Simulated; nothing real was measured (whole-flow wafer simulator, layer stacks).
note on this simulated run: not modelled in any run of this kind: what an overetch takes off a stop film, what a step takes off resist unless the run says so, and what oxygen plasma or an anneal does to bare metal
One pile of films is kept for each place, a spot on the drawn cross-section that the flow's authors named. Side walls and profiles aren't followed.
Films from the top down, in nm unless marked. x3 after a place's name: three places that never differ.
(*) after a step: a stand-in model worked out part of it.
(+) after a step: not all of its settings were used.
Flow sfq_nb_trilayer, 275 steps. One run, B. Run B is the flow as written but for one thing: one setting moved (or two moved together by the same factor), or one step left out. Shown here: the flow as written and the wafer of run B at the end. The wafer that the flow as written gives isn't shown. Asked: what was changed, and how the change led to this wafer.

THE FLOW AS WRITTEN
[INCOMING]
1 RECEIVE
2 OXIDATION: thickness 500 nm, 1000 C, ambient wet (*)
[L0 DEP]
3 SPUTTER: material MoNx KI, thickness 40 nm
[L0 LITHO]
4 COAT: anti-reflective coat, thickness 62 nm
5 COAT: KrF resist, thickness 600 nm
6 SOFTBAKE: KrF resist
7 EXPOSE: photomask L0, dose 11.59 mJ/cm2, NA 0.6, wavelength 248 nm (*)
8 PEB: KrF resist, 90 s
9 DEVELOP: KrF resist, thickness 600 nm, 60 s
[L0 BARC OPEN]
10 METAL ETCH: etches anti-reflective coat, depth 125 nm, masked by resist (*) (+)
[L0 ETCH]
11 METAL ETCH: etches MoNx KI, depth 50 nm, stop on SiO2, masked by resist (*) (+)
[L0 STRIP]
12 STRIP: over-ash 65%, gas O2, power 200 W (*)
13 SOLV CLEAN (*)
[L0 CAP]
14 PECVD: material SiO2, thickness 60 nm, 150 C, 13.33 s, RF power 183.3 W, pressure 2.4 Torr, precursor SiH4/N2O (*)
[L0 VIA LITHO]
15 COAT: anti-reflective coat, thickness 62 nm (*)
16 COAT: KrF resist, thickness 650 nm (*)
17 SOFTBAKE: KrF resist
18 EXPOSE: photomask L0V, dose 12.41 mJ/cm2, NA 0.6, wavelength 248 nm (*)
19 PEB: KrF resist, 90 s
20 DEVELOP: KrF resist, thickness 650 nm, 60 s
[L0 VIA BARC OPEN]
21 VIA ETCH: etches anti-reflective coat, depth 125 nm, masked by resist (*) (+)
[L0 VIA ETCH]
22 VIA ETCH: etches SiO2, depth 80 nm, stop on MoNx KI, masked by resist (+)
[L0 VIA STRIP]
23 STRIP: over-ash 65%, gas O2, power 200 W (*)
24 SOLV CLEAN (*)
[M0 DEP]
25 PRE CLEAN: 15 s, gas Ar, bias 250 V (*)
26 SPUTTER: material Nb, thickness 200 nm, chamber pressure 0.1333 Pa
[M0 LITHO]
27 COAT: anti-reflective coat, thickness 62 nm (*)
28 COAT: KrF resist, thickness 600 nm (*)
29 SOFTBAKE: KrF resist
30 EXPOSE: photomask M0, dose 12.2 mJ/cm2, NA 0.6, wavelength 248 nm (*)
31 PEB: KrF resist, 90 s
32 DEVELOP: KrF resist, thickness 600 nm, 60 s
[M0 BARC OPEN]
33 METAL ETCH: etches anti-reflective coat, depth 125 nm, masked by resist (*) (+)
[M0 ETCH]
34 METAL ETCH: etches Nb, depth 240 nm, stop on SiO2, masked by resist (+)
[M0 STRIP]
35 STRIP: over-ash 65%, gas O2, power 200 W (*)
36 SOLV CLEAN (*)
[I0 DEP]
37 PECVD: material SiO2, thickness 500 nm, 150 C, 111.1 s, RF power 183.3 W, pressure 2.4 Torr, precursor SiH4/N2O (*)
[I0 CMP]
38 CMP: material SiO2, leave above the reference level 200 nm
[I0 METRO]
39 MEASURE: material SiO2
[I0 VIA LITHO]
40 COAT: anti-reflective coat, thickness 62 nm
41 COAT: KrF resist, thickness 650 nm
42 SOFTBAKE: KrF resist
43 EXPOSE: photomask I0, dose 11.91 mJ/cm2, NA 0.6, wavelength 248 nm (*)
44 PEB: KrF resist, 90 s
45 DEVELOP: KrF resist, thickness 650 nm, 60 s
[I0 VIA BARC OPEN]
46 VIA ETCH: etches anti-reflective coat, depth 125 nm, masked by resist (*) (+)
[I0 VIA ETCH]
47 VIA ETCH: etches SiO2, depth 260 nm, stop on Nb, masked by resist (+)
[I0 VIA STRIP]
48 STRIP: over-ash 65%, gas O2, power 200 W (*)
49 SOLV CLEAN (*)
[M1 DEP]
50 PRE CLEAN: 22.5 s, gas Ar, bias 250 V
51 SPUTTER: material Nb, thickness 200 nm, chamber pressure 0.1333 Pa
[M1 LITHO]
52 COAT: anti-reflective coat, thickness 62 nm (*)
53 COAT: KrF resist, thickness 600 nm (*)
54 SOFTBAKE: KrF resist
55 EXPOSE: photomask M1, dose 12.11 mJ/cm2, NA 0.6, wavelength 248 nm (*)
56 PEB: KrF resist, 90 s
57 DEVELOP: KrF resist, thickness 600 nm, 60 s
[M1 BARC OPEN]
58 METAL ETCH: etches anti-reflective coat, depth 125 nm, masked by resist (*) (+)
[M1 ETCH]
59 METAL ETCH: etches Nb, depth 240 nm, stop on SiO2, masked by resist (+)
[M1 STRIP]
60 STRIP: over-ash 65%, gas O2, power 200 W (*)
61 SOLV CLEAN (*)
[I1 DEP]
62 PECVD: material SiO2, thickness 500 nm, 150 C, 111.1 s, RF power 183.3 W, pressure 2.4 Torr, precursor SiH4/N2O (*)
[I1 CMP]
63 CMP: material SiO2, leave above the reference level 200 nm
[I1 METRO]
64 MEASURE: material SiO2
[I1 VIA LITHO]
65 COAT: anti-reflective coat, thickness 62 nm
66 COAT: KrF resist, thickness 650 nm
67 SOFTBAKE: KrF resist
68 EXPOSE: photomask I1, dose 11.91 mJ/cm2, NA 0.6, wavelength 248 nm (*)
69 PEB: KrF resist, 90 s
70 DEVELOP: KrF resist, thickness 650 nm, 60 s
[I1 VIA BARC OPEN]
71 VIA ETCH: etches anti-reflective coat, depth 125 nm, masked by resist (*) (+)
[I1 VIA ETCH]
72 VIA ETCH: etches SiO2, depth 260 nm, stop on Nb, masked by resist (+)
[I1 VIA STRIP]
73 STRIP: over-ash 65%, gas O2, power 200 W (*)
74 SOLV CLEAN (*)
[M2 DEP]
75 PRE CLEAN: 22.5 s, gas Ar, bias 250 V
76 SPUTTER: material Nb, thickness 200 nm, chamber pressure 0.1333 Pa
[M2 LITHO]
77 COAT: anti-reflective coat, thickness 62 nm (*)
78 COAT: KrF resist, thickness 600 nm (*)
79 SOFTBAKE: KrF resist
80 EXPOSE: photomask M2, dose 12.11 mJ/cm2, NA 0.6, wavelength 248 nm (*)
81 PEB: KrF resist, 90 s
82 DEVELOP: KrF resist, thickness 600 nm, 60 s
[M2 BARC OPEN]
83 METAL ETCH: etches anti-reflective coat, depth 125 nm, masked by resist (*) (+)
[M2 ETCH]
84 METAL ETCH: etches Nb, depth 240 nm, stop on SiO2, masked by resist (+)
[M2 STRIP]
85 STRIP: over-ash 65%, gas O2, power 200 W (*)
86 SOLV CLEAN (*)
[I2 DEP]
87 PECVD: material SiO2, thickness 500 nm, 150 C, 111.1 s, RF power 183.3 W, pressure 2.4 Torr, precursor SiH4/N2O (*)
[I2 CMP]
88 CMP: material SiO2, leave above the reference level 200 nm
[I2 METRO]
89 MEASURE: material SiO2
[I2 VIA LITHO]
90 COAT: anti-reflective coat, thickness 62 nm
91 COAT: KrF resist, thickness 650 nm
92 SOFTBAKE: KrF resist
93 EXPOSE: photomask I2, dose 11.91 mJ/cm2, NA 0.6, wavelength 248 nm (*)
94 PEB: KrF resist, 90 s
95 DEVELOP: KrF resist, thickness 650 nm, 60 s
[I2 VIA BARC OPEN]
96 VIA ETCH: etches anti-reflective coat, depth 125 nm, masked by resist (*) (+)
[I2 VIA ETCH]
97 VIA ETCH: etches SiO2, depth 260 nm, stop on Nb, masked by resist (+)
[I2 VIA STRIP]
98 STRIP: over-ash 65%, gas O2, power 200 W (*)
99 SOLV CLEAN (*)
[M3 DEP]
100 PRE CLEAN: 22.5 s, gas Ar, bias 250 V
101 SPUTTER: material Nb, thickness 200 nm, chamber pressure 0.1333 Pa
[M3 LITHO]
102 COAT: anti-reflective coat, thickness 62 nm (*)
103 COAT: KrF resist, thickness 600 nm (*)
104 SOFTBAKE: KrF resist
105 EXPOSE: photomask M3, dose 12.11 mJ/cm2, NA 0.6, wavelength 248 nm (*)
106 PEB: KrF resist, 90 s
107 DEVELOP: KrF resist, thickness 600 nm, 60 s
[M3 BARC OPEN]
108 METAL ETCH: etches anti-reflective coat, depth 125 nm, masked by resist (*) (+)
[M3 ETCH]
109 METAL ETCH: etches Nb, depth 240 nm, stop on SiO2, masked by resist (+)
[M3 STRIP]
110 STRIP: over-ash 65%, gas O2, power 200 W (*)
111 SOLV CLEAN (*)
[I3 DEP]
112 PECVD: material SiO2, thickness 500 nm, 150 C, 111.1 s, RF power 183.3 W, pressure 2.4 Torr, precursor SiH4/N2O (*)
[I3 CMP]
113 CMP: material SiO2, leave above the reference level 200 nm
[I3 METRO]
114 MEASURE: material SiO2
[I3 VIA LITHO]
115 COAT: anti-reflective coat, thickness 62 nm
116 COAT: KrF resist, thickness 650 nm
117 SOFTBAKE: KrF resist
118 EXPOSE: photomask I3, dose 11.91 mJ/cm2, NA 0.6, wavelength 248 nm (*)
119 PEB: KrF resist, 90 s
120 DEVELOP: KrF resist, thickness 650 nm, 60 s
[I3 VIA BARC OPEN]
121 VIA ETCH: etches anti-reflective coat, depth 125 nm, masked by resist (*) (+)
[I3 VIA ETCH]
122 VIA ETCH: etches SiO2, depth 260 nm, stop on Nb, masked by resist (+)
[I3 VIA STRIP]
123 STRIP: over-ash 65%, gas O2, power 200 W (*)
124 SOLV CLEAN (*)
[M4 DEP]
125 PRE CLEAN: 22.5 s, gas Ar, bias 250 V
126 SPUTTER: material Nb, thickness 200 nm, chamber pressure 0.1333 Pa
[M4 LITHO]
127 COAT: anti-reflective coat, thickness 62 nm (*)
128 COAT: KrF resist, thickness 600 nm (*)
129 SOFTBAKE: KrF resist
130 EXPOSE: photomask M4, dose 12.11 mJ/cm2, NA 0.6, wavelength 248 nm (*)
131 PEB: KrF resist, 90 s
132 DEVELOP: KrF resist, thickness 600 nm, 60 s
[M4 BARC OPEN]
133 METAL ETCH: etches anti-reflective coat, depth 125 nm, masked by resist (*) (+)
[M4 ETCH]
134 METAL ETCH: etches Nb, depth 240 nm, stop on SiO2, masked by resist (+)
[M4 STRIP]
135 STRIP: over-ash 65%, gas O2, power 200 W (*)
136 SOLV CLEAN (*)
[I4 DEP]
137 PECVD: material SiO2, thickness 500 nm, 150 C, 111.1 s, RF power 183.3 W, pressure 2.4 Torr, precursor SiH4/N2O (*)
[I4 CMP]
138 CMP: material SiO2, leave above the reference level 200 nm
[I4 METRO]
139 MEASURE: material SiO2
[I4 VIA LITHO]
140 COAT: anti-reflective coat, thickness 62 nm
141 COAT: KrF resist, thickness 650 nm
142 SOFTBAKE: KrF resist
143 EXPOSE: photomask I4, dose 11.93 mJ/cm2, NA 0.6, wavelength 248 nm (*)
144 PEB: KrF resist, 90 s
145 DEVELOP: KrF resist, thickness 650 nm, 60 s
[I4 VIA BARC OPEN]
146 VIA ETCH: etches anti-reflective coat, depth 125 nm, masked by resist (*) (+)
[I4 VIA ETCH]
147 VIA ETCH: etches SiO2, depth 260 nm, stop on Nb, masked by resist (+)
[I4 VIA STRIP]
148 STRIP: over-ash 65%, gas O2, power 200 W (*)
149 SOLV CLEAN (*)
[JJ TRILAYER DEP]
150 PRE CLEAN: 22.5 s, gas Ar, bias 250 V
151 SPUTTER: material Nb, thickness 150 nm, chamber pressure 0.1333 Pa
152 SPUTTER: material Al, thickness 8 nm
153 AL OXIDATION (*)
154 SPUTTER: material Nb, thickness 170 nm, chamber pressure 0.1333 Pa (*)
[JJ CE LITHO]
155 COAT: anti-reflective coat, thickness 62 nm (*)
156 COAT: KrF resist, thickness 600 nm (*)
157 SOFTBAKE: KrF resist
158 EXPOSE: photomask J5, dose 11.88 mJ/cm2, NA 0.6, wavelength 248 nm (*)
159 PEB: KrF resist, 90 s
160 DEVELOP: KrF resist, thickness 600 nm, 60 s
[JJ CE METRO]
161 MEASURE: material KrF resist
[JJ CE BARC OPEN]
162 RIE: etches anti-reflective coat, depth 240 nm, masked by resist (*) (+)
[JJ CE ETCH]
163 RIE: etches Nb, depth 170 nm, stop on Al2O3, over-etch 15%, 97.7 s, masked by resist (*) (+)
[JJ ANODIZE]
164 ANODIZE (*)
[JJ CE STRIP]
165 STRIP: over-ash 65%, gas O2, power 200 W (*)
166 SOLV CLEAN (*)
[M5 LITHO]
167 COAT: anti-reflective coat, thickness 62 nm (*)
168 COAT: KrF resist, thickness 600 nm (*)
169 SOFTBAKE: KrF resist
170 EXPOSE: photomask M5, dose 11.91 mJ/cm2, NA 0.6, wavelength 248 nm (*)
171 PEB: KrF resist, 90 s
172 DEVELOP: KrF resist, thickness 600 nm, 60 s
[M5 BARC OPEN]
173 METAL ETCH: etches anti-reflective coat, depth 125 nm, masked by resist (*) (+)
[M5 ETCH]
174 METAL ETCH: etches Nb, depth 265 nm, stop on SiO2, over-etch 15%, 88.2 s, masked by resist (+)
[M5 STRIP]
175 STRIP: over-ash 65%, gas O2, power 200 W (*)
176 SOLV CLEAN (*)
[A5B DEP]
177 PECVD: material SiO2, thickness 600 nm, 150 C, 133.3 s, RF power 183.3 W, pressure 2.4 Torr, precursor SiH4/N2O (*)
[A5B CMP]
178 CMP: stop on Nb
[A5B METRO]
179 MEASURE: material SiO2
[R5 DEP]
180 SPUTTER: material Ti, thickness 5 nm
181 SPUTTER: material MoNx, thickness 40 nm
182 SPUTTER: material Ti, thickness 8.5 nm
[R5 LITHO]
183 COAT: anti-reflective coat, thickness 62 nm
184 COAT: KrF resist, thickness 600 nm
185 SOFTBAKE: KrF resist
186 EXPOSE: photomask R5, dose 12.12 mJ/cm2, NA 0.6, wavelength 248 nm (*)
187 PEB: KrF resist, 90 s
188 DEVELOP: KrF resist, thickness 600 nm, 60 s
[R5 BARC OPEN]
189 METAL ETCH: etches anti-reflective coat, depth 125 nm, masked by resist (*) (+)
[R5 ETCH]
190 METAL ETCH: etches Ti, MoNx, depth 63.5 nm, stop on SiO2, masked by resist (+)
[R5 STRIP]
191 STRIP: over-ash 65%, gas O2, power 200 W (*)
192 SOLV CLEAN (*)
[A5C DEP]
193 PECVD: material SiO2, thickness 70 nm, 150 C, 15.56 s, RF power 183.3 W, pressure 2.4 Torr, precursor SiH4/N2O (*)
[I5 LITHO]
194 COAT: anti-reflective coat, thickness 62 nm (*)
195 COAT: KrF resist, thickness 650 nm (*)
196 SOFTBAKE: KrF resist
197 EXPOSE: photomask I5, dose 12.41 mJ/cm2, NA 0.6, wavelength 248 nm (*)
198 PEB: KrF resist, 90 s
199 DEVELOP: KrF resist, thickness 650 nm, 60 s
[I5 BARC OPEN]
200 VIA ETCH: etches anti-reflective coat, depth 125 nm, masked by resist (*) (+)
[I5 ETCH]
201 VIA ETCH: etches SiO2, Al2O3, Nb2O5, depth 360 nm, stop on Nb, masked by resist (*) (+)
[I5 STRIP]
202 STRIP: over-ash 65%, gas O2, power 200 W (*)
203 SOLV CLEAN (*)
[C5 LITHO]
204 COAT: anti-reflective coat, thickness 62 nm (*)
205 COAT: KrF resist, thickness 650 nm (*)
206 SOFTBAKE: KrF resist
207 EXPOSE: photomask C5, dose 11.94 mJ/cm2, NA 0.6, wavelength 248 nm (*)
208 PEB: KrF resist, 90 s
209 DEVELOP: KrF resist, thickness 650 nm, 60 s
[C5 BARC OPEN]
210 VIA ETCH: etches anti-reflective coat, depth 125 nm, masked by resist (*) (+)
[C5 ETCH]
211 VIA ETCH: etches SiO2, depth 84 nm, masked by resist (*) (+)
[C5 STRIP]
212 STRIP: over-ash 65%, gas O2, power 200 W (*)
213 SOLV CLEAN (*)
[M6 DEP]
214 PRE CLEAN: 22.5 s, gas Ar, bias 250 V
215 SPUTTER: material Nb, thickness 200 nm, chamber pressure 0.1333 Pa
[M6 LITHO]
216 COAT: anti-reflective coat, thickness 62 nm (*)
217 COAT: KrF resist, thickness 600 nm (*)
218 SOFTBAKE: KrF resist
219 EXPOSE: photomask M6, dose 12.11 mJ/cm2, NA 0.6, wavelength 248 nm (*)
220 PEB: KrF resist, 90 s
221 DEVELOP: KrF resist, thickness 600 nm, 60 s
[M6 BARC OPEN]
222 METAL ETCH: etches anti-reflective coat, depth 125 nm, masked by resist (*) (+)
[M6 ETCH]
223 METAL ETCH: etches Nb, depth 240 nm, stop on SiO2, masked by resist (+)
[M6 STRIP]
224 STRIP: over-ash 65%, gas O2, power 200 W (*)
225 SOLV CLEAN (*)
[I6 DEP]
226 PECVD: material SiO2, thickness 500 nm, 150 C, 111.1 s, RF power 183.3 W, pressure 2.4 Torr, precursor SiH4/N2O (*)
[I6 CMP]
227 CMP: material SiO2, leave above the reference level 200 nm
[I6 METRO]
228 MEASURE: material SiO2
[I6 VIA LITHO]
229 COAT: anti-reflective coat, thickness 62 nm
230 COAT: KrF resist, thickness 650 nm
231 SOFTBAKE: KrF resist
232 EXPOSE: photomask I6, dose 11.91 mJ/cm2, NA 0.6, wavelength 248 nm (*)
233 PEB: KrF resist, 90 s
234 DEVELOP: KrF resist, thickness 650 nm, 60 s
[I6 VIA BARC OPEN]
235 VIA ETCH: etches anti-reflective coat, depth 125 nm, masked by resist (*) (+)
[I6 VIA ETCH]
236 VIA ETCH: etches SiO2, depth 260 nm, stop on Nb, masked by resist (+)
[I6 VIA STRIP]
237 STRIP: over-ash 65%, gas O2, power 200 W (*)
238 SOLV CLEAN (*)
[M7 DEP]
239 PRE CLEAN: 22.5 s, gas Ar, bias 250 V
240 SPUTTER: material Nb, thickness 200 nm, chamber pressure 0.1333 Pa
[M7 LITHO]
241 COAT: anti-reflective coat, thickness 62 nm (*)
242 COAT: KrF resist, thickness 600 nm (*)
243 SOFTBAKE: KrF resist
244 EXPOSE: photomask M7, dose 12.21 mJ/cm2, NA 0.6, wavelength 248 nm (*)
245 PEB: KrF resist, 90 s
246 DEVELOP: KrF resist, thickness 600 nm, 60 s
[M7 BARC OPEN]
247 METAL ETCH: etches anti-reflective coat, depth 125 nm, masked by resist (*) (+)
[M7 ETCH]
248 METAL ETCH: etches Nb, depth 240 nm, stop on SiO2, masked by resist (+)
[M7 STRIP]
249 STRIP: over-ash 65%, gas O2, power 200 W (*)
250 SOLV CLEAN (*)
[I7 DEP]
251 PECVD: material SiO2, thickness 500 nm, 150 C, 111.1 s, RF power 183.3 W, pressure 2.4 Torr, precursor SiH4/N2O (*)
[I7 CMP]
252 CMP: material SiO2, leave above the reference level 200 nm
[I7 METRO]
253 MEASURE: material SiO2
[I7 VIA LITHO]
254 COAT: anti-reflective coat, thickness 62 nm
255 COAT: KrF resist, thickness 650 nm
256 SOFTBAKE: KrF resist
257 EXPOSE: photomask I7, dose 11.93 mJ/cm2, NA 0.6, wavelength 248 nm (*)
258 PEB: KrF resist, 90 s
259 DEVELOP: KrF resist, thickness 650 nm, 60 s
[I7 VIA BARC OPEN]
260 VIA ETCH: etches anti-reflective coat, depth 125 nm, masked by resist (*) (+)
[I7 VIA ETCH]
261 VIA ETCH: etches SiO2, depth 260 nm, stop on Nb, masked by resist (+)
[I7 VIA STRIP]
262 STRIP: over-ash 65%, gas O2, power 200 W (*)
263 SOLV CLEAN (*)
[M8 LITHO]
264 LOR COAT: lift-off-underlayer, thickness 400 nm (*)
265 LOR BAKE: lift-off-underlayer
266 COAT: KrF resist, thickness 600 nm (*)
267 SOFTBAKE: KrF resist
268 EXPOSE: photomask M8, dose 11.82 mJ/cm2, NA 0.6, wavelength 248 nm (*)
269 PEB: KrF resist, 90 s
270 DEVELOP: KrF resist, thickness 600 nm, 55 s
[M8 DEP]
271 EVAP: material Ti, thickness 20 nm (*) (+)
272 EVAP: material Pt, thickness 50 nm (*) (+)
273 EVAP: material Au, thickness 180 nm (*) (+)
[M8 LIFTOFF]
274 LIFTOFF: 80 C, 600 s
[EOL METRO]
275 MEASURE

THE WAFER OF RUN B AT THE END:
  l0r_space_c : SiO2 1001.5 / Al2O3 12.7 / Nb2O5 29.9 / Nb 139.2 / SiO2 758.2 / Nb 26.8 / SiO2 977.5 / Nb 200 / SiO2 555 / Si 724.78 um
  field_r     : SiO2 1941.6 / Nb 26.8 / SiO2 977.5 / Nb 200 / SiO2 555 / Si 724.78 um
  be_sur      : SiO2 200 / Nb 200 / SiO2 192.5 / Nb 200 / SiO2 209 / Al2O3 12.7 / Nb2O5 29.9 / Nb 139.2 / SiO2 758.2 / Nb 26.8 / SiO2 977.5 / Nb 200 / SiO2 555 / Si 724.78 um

The cause: step 109, METAL ETCH: depth 173.2 nm was run, where the flow has depth 240 nm.

How the change led to this, step by step:
  109 METAL ETCH: etches Nb, depth 240 nm, stop on SiO2, masked by resist (+)
      field_l, be, be_sur and 72 more: Nb -173.2 (as written it would be: Nb -200 (all of it))
      v_sur, via_wl, via_w and 28 more: KrF resist -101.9 (as written it would be: KrF resist -141.2)
  110 STRIP: over-ash 65%, gas O2, power 200 W (*)
      p4_w1 x9, wl_j_sl, wl_jj and 13 more: KrF resist -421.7 (all of it), anti-reflective coat -62 (all of it) (as written it would be: KrF resist -382.4 (all of it), anti-reflective coat -62 (all of it))
      via_wl, via_wr: KrF resist -423.5 (all of it), anti-reflective coat -34.2 (all of it) (as written it would be: KrF resist -384.2 (all of it), anti-reflective coat -34.2 (all of it))
      (and at 5 more places)
  112 PECVD: material SiO2, thickness 500 nm, 150 C, 111.1 s, RF power 183.3 W, pressure 2.4 Torr, precursor SiH4/N2O (*)
      field_l, be, be_sur and 64 more: SiO2 +500 (new film) (as written it would be: SiO2 +500)
      p4_g1 x2, p3_s0 x6: SiO2 +530.3 (new film) (as written it would be: SiO2 +557.1)
  113 CMP: material SiO2, leave above the reference level 200 nm
      field_l, be, be_sur and 64 more: SiO2 -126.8 (as written it would be: SiO2 -100)
Counting metal films that touch as one body, l0r_space_c has 3 bodies (between them, from the top down: SiO2 758.2; SiO2 977.5); the flow as written gives 2 bodies (between them, from the top down: SiO2 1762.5).
Counting metal films that touch as one body, field_r has 2 bodies (between them, from the top down: SiO2 977.5); the flow as written gives 1 body.
Counting metal films that touch as one body, be_sur has 5 bodies (between them, from the top down: SiO2 192.5; SiO2 209 / Al2O3 12.7 / Nb2O5 29.9; SiO2 758.2; SiO2 977.5); the flow as written gives 4 bodies (between them, from the top down: SiO2 192.5; SiO2 209 / Al2O3 12.7 / Nb2O5 29.9; SiO2 1762.5).
